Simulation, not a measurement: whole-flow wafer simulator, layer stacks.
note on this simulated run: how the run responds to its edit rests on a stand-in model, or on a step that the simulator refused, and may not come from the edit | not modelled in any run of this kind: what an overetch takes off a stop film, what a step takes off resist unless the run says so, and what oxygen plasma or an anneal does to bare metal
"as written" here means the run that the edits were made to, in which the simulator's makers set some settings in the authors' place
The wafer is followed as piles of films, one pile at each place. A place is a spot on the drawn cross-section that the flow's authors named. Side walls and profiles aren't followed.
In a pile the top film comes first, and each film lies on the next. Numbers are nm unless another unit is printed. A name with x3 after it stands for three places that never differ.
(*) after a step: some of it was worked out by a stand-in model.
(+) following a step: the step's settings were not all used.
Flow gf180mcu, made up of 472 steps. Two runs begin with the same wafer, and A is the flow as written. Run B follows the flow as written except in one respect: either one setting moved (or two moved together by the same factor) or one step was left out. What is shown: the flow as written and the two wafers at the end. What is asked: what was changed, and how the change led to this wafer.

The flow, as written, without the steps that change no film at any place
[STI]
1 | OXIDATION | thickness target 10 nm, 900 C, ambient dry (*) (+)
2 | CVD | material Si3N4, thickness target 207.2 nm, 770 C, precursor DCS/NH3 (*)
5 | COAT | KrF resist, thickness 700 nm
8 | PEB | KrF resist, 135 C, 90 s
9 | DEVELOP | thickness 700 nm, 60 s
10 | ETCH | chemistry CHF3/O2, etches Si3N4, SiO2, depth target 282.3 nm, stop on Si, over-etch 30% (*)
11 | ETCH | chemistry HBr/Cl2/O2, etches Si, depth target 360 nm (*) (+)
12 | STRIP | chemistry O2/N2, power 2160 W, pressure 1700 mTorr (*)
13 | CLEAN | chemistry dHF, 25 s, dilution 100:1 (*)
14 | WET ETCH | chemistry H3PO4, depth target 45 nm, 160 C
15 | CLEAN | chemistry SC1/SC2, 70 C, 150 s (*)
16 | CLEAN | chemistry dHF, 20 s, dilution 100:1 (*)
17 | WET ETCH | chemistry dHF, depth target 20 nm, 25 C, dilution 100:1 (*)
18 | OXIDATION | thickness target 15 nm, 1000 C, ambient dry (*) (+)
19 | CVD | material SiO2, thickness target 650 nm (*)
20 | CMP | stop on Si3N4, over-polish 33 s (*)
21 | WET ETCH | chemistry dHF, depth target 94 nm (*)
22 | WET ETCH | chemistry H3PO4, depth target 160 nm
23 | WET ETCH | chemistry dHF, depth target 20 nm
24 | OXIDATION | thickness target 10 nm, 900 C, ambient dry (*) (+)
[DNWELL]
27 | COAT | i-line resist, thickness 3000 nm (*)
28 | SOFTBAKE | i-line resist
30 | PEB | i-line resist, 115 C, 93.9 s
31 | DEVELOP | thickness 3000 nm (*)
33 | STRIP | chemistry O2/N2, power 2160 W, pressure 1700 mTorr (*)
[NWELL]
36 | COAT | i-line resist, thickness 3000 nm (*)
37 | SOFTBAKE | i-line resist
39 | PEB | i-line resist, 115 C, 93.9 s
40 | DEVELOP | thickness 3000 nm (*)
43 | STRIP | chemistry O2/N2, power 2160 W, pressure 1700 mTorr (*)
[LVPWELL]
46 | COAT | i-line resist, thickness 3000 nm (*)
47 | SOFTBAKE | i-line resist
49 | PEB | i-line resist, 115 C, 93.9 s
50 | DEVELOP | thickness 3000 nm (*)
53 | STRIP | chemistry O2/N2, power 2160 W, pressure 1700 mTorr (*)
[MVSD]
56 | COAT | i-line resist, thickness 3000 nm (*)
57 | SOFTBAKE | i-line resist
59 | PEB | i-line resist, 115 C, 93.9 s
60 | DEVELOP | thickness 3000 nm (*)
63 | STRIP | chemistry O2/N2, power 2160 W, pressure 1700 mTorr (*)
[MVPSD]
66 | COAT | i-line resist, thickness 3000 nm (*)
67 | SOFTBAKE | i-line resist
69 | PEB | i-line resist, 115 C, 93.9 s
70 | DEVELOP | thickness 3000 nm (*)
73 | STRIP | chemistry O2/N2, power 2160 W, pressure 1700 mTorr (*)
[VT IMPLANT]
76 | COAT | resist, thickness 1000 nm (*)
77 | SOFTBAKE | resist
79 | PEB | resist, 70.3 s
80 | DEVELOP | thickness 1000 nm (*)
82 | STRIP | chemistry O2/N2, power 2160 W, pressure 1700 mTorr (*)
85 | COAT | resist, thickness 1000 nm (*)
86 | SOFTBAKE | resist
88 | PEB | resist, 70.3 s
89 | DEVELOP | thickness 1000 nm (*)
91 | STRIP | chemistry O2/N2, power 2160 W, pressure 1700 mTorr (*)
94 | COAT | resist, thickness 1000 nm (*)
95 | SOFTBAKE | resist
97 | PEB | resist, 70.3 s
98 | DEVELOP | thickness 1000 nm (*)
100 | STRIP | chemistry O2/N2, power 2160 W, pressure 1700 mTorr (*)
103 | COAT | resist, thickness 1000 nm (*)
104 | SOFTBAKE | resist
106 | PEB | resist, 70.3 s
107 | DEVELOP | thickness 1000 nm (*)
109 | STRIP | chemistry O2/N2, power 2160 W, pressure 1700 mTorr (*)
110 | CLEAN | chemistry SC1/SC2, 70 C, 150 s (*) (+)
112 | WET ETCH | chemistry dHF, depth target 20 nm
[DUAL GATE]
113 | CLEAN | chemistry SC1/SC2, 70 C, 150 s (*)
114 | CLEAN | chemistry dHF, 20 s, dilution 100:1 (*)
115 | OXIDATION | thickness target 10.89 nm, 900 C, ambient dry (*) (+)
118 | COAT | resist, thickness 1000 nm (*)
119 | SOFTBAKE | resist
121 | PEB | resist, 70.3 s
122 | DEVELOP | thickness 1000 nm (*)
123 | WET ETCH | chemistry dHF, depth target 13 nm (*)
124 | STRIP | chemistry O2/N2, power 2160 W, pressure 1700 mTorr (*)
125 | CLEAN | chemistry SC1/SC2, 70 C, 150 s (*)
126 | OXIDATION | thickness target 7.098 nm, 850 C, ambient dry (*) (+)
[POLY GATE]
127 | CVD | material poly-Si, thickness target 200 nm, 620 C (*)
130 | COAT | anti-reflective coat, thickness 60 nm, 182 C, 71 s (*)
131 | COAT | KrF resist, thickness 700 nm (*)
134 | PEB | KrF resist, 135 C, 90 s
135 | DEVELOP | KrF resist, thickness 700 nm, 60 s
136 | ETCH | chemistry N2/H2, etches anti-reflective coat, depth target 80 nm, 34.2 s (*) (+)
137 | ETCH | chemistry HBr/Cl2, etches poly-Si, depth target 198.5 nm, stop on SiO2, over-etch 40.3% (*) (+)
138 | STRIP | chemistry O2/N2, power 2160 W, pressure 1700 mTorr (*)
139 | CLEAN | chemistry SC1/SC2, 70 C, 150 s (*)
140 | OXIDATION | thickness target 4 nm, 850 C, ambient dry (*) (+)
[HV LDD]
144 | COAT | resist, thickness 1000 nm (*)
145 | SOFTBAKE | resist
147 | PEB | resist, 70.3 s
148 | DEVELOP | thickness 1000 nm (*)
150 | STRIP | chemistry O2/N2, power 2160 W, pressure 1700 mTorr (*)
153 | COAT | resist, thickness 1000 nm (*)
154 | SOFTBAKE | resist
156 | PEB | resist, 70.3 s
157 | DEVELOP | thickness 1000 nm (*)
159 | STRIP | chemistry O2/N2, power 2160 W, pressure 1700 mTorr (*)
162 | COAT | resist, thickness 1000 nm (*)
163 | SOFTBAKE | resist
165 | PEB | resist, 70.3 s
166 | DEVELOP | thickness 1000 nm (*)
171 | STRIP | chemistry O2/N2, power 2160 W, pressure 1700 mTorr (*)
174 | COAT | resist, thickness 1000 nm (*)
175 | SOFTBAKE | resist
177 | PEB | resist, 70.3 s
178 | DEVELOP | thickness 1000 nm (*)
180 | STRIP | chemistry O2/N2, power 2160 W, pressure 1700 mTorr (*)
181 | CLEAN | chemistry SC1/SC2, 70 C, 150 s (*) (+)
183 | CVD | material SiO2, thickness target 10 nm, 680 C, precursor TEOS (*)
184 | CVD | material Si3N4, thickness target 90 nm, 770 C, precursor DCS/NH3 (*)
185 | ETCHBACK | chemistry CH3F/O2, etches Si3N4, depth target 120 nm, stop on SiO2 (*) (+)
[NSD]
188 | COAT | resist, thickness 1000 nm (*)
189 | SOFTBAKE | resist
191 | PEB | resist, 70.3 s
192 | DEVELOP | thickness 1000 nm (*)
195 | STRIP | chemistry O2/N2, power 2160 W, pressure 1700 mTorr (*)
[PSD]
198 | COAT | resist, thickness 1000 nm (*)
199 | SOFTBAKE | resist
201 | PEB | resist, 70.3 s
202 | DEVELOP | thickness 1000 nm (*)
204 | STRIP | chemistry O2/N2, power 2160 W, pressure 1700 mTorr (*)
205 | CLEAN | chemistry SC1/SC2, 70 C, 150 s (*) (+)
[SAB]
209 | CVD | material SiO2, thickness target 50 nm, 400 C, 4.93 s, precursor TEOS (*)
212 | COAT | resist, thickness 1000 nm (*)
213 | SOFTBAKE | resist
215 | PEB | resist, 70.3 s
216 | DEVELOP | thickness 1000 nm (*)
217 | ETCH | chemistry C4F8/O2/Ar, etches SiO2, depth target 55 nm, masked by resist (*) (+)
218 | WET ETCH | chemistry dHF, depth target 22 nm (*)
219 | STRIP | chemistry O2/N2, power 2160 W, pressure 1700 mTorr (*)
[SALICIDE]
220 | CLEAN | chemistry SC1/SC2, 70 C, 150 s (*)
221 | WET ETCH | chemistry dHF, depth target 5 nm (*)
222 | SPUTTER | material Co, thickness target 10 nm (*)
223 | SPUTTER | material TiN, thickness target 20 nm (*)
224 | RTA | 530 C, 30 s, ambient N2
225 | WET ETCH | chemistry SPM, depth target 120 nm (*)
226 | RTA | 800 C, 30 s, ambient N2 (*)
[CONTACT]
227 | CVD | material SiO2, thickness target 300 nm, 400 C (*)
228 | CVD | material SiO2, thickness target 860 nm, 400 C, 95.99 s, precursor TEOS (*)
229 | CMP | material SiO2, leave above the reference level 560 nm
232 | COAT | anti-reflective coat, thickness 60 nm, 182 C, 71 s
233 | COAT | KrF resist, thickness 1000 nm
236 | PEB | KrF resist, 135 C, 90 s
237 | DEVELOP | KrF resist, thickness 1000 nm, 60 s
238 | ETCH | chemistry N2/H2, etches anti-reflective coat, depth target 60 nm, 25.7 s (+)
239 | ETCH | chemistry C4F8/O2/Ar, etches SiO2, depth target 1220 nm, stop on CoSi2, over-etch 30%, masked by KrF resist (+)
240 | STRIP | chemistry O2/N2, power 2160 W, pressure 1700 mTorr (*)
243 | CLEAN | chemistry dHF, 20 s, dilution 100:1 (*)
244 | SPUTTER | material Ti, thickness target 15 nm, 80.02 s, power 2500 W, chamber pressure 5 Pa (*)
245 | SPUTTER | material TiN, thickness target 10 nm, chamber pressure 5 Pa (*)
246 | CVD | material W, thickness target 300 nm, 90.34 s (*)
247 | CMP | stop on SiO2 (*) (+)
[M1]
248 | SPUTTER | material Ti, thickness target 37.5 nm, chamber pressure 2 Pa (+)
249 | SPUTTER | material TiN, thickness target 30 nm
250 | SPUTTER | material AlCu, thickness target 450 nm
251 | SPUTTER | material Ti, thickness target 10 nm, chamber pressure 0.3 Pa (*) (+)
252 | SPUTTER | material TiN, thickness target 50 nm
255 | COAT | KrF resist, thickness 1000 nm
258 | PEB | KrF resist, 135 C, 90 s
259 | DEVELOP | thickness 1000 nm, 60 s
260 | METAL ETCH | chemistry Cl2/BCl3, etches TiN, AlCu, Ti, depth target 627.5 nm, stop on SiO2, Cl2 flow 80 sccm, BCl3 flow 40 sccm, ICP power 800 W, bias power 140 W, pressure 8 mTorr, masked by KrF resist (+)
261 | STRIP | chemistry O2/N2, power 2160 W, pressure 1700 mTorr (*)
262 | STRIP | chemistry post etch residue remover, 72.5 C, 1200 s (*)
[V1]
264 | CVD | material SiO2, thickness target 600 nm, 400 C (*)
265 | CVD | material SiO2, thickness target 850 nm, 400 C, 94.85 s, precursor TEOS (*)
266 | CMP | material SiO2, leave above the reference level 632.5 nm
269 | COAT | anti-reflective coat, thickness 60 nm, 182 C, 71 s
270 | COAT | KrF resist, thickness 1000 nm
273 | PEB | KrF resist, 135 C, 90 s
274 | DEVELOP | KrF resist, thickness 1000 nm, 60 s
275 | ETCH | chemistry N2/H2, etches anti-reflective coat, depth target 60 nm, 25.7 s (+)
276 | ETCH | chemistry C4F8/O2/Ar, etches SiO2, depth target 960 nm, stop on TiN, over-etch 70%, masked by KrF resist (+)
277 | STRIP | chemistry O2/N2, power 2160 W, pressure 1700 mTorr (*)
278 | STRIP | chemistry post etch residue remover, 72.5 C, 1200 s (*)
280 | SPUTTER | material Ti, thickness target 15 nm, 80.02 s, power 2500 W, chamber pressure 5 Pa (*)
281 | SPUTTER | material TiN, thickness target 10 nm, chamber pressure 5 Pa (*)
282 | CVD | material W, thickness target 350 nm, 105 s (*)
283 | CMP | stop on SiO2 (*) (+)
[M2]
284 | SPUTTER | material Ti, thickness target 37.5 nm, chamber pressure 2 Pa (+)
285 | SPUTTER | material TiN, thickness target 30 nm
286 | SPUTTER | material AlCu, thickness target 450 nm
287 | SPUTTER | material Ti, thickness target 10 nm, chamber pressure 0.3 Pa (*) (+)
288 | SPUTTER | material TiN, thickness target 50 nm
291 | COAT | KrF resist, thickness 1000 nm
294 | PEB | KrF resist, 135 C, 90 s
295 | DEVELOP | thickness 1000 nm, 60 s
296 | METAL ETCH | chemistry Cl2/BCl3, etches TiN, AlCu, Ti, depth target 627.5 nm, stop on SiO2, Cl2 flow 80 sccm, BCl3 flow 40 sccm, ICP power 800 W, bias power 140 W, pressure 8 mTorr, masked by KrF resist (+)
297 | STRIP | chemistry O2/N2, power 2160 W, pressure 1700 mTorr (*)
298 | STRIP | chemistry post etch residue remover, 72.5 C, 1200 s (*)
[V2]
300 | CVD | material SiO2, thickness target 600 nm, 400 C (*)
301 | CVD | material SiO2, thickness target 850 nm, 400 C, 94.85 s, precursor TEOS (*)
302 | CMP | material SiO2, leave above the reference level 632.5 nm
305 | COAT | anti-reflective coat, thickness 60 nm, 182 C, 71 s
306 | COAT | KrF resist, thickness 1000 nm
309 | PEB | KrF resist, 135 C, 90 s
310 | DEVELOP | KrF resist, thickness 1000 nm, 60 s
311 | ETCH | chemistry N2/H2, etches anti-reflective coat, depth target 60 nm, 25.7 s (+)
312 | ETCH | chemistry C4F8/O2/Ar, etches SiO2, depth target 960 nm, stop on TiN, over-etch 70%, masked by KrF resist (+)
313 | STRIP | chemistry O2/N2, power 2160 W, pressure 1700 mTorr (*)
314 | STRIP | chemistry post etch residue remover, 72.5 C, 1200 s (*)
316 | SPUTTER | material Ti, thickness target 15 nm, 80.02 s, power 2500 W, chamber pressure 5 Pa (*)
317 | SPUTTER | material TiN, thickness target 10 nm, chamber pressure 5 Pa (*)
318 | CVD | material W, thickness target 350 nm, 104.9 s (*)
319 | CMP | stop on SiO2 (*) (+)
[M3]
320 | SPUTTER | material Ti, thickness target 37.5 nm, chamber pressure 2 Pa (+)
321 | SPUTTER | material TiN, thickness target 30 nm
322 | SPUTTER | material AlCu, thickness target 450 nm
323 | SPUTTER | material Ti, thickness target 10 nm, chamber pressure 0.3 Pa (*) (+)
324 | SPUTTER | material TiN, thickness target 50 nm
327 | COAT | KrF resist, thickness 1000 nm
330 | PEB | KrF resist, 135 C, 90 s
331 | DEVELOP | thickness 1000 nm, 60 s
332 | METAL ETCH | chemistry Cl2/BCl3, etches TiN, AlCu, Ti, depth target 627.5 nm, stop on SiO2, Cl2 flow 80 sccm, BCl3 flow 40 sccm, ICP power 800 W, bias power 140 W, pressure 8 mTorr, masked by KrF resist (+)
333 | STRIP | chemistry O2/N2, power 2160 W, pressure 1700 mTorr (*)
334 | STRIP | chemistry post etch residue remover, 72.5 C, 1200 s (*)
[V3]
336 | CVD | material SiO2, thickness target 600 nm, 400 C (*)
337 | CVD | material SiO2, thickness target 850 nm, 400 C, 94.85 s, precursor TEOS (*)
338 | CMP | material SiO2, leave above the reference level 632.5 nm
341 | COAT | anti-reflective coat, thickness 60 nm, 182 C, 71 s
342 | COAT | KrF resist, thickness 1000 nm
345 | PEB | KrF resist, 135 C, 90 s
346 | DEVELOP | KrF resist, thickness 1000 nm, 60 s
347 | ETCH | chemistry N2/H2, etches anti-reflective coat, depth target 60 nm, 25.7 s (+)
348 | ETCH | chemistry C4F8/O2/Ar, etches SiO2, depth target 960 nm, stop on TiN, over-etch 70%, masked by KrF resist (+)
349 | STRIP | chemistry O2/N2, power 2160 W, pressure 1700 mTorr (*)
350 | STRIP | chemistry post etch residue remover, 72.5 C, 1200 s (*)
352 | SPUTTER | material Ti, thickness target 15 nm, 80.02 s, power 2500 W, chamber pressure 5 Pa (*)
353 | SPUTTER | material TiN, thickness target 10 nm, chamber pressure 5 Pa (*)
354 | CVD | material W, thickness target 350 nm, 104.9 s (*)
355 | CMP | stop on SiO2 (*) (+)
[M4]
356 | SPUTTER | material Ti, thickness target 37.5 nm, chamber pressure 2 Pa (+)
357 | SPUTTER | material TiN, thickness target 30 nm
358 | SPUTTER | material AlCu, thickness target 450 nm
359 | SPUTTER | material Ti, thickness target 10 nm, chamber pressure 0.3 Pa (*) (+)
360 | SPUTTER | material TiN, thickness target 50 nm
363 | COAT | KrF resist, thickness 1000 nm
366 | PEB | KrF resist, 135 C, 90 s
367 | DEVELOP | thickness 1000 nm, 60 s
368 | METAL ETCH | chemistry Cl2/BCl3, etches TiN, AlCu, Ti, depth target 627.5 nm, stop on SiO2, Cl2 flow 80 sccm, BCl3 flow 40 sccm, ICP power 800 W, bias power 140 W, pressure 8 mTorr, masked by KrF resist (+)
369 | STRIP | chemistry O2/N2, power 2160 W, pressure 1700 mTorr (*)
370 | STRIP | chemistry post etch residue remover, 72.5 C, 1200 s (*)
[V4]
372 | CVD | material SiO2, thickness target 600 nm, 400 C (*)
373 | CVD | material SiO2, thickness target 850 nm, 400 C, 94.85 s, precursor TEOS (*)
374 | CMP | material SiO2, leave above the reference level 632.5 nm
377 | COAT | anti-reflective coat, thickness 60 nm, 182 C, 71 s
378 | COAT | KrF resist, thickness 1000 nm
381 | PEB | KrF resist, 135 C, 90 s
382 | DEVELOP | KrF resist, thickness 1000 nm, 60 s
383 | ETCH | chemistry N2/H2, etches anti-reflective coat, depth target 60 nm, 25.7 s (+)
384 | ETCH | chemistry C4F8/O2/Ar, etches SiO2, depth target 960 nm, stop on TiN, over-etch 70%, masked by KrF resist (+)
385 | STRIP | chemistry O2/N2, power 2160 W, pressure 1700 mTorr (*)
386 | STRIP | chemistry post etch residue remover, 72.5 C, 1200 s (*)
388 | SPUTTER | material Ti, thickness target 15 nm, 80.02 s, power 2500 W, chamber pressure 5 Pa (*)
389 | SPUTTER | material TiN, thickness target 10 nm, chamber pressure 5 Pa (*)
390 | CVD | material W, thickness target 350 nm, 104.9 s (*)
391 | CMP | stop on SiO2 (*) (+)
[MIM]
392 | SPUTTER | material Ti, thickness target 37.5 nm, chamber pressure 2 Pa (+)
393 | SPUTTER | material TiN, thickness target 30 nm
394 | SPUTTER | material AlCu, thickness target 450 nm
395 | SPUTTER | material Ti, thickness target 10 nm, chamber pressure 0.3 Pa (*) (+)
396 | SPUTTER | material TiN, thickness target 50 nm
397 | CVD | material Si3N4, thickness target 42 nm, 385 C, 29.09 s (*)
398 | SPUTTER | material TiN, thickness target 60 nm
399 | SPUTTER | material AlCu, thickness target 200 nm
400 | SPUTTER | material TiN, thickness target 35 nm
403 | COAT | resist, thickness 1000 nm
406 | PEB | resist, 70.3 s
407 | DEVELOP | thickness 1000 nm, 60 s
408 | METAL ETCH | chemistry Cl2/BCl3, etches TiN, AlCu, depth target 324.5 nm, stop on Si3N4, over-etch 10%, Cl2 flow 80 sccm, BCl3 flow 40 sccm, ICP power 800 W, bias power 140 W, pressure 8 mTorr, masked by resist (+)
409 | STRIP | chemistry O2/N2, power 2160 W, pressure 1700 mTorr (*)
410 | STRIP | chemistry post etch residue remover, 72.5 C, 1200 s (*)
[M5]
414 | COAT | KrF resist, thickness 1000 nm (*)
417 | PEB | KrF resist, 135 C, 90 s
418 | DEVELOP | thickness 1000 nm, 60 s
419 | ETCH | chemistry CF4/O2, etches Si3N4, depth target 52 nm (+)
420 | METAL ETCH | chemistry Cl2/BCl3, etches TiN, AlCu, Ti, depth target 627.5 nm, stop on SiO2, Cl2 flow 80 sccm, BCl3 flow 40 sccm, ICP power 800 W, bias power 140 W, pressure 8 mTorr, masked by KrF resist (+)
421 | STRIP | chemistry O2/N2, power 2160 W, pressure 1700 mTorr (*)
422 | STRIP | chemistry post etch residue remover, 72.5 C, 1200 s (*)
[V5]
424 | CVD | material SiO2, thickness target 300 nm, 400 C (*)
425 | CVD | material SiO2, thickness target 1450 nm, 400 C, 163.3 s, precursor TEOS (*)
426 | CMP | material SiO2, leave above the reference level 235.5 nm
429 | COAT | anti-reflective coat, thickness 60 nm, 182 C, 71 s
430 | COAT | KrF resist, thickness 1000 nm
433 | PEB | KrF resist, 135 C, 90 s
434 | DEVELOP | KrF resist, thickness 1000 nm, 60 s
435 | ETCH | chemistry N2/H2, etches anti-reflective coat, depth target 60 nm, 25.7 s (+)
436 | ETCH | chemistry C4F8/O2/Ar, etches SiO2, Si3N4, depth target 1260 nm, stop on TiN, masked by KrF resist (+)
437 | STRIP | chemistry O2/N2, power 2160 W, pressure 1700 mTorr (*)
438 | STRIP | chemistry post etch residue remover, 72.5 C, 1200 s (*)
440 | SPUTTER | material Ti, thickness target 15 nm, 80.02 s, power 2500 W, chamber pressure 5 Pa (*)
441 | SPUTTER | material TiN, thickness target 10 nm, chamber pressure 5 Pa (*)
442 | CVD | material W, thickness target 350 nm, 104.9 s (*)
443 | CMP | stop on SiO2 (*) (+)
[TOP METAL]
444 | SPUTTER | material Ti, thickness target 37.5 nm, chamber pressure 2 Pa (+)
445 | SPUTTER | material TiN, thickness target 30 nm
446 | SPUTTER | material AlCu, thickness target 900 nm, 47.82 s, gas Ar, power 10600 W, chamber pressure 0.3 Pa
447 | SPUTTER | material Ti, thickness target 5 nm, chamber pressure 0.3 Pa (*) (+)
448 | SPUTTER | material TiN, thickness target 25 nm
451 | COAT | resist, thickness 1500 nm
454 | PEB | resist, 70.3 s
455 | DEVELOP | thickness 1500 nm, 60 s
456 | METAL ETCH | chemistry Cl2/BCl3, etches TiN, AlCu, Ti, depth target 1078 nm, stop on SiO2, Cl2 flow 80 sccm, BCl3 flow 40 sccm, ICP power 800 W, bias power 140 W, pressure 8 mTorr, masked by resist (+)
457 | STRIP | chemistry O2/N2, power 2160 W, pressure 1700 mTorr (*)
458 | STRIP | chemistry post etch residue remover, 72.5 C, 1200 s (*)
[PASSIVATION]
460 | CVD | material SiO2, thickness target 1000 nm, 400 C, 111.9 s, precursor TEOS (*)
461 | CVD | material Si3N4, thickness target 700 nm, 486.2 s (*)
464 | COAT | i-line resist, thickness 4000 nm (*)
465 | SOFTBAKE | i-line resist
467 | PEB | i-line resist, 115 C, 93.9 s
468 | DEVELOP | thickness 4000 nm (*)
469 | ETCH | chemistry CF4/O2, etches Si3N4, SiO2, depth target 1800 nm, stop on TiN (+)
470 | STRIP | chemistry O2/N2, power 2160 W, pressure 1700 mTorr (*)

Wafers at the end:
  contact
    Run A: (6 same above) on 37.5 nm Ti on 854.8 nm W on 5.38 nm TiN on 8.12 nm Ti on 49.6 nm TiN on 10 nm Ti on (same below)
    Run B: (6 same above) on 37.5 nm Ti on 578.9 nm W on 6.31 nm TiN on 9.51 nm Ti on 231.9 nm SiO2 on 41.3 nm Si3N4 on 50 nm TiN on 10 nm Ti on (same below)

What caused this: step 436, ETCH: depth target 598 nm was run, though the flow has depth target 1260 nm.

How this came from the change, step by step:
  436 | ETCH | chemistry C4F8/O2/Ar, etches SiO2, Si3N4, depth target 1260 nm, stop on TiN, masked by KrF resist (+)
      contact: A SiO2 loses 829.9 (all of it), Si3N4 loses 41.3 (all of it) | B SiO2 loses 598
      field, field__w1, field__w2 and 108 more: A KrF resist loses 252 | B KrF resist loses 119.6
  437 | STRIP | chemistry O2/N2, power 2160 W, pressure 1700 mTorr (*)
      field, field__w1, field__w2 and 108 more: A KrF resist loses 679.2 (all of it), anti-reflective coat loses 60 (all of it) | B KrF resist loses 811.6 (all of it), anti-reflective coat loses 60 (all of it)
  440 | SPUTTER | material Ti, thickness target 15 nm, 80.02 s, power 2500 W, chamber pressure 5 Pa (*)
      contact: A Ti gains 8.12 (new film) | B Ti gains 9.51 (new film)
  441 | SPUTTER | material TiN, thickness target 10 nm, chamber pressure 5 Pa (*)
      contact: A TiN gains 5.38 (new film) | B TiN gains 6.31 (new film)
  442 | CVD | material W, thickness target 350 nm, 104.9 s (*)
      contact: A W gains 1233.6 (new film) | B W gains 957.6 (new film)
Taking metal films that touch as one body, contact has 2 bodies (between them, from the top down: SiO2 231.9 / Si3N4 41.3); the flow as written gives 1 body.
